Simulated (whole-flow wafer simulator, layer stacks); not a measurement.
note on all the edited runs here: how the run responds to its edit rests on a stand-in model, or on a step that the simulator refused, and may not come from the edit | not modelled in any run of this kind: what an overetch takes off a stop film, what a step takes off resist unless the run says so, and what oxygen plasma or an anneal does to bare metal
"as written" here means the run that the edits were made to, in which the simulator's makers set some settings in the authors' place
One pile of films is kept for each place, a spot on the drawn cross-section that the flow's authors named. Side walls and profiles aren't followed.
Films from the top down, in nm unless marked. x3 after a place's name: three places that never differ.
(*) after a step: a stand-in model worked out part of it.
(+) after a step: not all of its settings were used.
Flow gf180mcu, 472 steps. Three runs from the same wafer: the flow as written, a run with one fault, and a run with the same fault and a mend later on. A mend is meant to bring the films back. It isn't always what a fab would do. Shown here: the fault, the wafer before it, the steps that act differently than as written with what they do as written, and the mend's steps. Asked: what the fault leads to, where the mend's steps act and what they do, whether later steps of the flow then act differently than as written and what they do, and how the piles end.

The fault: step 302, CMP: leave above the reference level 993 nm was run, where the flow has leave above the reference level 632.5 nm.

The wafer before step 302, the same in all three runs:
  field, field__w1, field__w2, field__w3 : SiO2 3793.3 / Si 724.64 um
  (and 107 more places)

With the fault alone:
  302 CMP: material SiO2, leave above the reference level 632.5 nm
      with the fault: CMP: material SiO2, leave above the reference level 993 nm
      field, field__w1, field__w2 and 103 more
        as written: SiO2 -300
        with the fault: nothing
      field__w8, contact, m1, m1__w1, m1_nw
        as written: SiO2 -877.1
        with the fault: SiO2 -516.6
  Later steps of the flow that act differently than as written (5 more steps differ only slightly, by at most 2% or 0.5 nm, whichever is larger, and aren't shown):
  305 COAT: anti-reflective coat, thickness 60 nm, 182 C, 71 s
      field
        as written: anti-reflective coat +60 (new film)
        with the fault: anti-reflective coat +84.2 (new film)
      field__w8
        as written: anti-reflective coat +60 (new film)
        with the fault: anti-reflective coat +27.7 (new film)
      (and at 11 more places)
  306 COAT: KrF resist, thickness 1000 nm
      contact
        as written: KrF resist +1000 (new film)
        with the fault: KrF resist +978 (new film)
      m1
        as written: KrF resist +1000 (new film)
        with the fault: KrF resist +975.6 (new film)
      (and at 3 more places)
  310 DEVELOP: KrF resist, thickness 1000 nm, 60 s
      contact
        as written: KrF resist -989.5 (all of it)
        with the fault: KrF resist -967.7 (all of it)
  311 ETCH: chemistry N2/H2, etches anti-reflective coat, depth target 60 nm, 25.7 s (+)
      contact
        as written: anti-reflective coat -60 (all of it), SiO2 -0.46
        with the fault: anti-reflective coat -31.2 (all of it), SiO2 -1.2
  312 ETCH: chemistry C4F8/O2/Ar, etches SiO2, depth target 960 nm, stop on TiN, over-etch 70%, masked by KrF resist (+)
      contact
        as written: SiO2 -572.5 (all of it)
        with the fault: SiO2 -932.2 (all of it)
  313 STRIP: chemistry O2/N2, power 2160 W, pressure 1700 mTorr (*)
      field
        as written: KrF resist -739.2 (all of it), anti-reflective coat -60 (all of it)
        with the fault: KrF resist -727.9 (all of it), anti-reflective coat -84.2 (all of it)
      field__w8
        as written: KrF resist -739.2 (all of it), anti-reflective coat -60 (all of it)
        with the fault: KrF resist -732.6 (all of it), anti-reflective coat -27.7 (all of it)
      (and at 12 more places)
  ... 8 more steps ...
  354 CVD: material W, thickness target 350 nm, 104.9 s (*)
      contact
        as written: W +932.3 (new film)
        with the fault: W +990.9 (new film)
  At the end the piles differ from the flow's by more than 2% or 0.5 nm, whichever is larger, at field, field__w1, field__w2 and 109 more.
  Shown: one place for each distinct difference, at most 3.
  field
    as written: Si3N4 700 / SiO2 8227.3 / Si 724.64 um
    with the fault: Si3N4 700 / SiO2 8585.5 / Si 724.64 um
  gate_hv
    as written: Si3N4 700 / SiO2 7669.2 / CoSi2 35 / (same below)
    with the fault: Si3N4 700 / SiO2 8027.4 / CoSi2 35 / (same below)
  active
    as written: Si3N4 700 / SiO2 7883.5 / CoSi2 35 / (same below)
    with the fault: Si3N4 700 / SiO2 8241.8 / CoSi2 35 / (same below)

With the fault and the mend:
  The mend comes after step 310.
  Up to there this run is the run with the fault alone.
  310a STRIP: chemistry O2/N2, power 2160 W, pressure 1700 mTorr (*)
      iso_ptap_pw, iso_ntap_nw, iso_nw_fld and 33 more
        KrF resist -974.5 (all of it), anti-reflective coat -60 (all of it)
      field_sub, field_sub__w1, field_sub__w2 and 11 more
        KrF resist -975 (all of it), anti-reflective coat -60.2 (all of it)
      field__w2, field__w3, field__w6 and 10 more
        KrF resist -975.2 (all of it), anti-reflective coat -60.2 (all of it)
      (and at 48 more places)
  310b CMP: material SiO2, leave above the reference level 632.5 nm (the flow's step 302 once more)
      field, field__w1, field__w2 and 103 more
        SiO2 -300
      field__w8, contact, m1, m1__w1, m1_nw
        SiO2 -360.5
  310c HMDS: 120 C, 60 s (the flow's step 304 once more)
      changes no film at any place that is followed
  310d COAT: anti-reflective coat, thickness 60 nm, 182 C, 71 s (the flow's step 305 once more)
      field, field__w1, field__w2 and 108 more
        anti-reflective coat +60 (new film)
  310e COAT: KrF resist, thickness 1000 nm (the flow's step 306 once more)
      field, field__w1, field__w2 and 108 more
        KrF resist +1000 (new film)
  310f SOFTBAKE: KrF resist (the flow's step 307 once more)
      changes no film at any place that is followed
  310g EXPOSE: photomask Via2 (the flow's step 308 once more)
      changes no film at any place that is followed
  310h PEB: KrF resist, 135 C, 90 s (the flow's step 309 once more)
      field, field__w1, field__w2 and 108 more
        KrF resist -10.5
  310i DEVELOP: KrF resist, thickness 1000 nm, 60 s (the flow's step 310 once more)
      field, field__w1, field__w2 and 107 more
        KrF resist -14.9
      contact
        KrF resist -989.5 (all of it)
  No later step of the flow acts differently than as written at any place that is followed.
  At the end the piles are the same as the flow's at every place that both follow.
